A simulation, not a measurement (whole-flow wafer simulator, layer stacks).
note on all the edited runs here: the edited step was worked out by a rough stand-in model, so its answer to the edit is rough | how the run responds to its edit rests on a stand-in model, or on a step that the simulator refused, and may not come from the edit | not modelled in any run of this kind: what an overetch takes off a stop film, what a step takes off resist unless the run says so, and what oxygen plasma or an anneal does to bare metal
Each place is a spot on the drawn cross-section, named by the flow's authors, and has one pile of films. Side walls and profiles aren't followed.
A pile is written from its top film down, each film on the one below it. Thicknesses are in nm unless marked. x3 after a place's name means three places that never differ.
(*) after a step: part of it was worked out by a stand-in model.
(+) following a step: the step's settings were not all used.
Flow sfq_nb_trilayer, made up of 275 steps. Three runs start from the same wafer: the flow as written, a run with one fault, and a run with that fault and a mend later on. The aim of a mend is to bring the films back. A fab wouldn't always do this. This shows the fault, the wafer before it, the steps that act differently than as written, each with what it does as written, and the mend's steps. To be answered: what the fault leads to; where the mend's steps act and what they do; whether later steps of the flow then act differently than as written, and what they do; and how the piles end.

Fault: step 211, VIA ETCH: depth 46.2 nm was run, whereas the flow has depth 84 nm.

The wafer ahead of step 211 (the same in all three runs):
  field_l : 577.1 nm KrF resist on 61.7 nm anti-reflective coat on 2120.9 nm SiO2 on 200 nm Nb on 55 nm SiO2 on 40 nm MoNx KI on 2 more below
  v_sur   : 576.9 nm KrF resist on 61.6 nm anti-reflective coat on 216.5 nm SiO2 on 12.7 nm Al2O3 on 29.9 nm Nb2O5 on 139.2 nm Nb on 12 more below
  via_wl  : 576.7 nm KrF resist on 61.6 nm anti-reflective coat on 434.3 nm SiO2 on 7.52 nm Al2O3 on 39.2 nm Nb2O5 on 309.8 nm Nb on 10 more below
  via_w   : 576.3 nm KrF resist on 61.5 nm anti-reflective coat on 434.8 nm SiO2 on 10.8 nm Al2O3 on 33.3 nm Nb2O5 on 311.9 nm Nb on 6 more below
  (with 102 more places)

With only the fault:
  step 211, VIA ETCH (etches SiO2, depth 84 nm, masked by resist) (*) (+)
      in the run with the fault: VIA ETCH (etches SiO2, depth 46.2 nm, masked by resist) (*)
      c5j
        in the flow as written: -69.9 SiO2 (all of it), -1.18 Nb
        in the run with the fault: -46.2 SiO2
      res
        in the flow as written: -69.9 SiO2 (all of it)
        in the run with the fault: -46.2 SiO2
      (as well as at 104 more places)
  Steps further on in the flow that do not act as written (not shown: 5 more steps that differ only slightly, by at most 2% or 0.5 nm, whichever is larger):
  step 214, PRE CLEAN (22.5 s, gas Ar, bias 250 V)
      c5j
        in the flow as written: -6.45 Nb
        in the run with the fault: -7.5 SiO2
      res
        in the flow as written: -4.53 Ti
        in the run with the fault: -7.5 SiO2
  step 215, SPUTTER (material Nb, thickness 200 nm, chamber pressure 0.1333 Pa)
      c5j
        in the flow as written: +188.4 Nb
        in the run with the fault: +195.1 Nb (new film)
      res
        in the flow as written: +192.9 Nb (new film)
        in the run with the fault: +196.9 Nb (new film)
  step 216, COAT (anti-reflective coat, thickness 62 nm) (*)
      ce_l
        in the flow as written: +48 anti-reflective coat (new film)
        in the run with the fault: +54.1 anti-reflective coat (new film)
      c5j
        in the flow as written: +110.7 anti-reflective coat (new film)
        in the run with the fault: +93.5 anti-reflective coat (new film)
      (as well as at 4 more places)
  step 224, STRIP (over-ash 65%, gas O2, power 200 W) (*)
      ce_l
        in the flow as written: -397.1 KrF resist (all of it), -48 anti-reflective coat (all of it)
        in the run with the fault: -393.4 KrF resist (all of it), -54.1 anti-reflective coat (all of it)
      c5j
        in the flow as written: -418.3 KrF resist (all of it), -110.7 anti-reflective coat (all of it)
        in the run with the fault: -407.8 KrF resist (all of it), -93.5 anti-reflective coat (all of it)
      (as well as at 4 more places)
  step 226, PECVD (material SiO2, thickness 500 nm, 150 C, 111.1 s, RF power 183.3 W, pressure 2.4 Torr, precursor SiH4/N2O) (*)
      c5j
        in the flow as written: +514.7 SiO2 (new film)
        in the run with the fault: +500 SiO2 (new film)
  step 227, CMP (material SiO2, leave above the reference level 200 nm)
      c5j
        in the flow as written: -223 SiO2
        in the run with the fault: -238.8 SiO2
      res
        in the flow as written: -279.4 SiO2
        in the run with the fault: -304.1 SiO2
  At c5j, res, the piles at the end differ from the flow's by more than 2% or 0.5 nm, whichever is larger.
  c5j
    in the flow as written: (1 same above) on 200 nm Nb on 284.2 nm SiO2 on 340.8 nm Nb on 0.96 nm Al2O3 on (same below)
    in the run with the fault: (1 same above) on 200 nm Nb on 253.7 nm SiO2 on 195.1 nm Nb on 16.2 nm SiO2 on 160 nm Nb on 0.96 nm Al2O3 on (same below)
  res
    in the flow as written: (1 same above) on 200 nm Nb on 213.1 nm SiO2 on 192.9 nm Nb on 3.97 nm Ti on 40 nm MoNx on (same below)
    in the run with the fault: (1 same above) on 200 nm Nb on 188.4 nm SiO2 on 196.9 nm Nb on 16.2 nm SiO2 on 8.5 nm Ti on 40 nm MoNx on (same below)

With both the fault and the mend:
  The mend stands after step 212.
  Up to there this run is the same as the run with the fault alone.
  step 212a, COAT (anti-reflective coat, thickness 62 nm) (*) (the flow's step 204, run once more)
      field_r, ln_m5, lsp_m and 64 more
        +62 anti-reflective coat (new film)
      ln_m6, lsp_r, l0_sur, l0v, wl_a_sl, wl_a_m6, wl_a_sr, wl_g_sr
        +61.9 anti-reflective coat (new film)
      field_l, v_sur
        +61.6 anti-reflective coat (new film)
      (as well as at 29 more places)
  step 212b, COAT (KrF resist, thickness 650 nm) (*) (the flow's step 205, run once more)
      l0v, p4_fl x3, p4_w1 x9 and 35 more
        +650 KrF resist (new film)
      wl_b_m5, wl_b_sr, wl_c_sl and 12 more
        +649.9 KrF resist (new film)
      lsp_r, wl_j_sl, wl_j_sr
        +650.2 KrF resist (new film)
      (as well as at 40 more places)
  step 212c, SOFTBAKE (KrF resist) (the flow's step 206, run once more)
      alters no film at any place that is followed
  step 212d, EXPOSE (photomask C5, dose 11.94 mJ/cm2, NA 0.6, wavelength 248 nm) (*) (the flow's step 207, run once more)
      alters no film at any place that is followed
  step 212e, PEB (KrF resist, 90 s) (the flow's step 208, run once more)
      field_l, sp_r, moat and 79 more
        -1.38 KrF resist
      v_sur, via_wl, via_w, via_wr, via_sp, be_sur, jj_sur
        -1.37 KrF resist
      via_v, wire, res
        -1.36 KrF resist
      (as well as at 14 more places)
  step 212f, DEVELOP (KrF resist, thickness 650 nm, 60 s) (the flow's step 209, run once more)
      field_l, v_sur, via_wl and 101 more
        -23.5 KrF resist
      c5j
        -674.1 KrF resist (all of it)
      res
        -642 KrF resist (all of it)
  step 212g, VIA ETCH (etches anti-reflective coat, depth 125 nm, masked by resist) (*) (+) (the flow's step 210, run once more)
      field_l, v_sur, via_wl and 101 more
        -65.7 KrF resist
      c5j
        -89 anti-reflective coat (all of it), -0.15 SiO2
      res
        -78.8 anti-reflective coat (all of it), -0.2 SiO2
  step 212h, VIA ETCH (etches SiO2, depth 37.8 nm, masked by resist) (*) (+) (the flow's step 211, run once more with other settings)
      field_l, v_sur, via_wl and 101 more
        -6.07 KrF resist
      c5j
        -23.5 SiO2 (all of it), -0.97 Nb
      res
        -23.5 SiO2 (all of it)
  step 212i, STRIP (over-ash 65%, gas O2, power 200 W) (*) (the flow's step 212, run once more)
      p4_fl x3, p4_w1 x9, p4_g1 x2 and 33 more
        -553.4 KrF resist (all of it), -62 anti-reflective coat (all of it)
      wl_b_sl, wl_b_m5, wl_b_sr and 11 more
        -553.2 KrF resist (all of it), -62 anti-reflective coat (all of it)
      wl_d_m1, wl_d_sr, wl_e_sl
        -553.3 KrF resist (all of it), -62 anti-reflective coat (all of it)
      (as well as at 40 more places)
  Every later step of the flow that is run acts as written, at every place that is followed, to within 2% or 0.5 nm, whichever is larger.
  When the end is reached, the piles differ only a little from the flow's at the places that both follow, at most by 2% or 0.5 nm, whichever is larger.
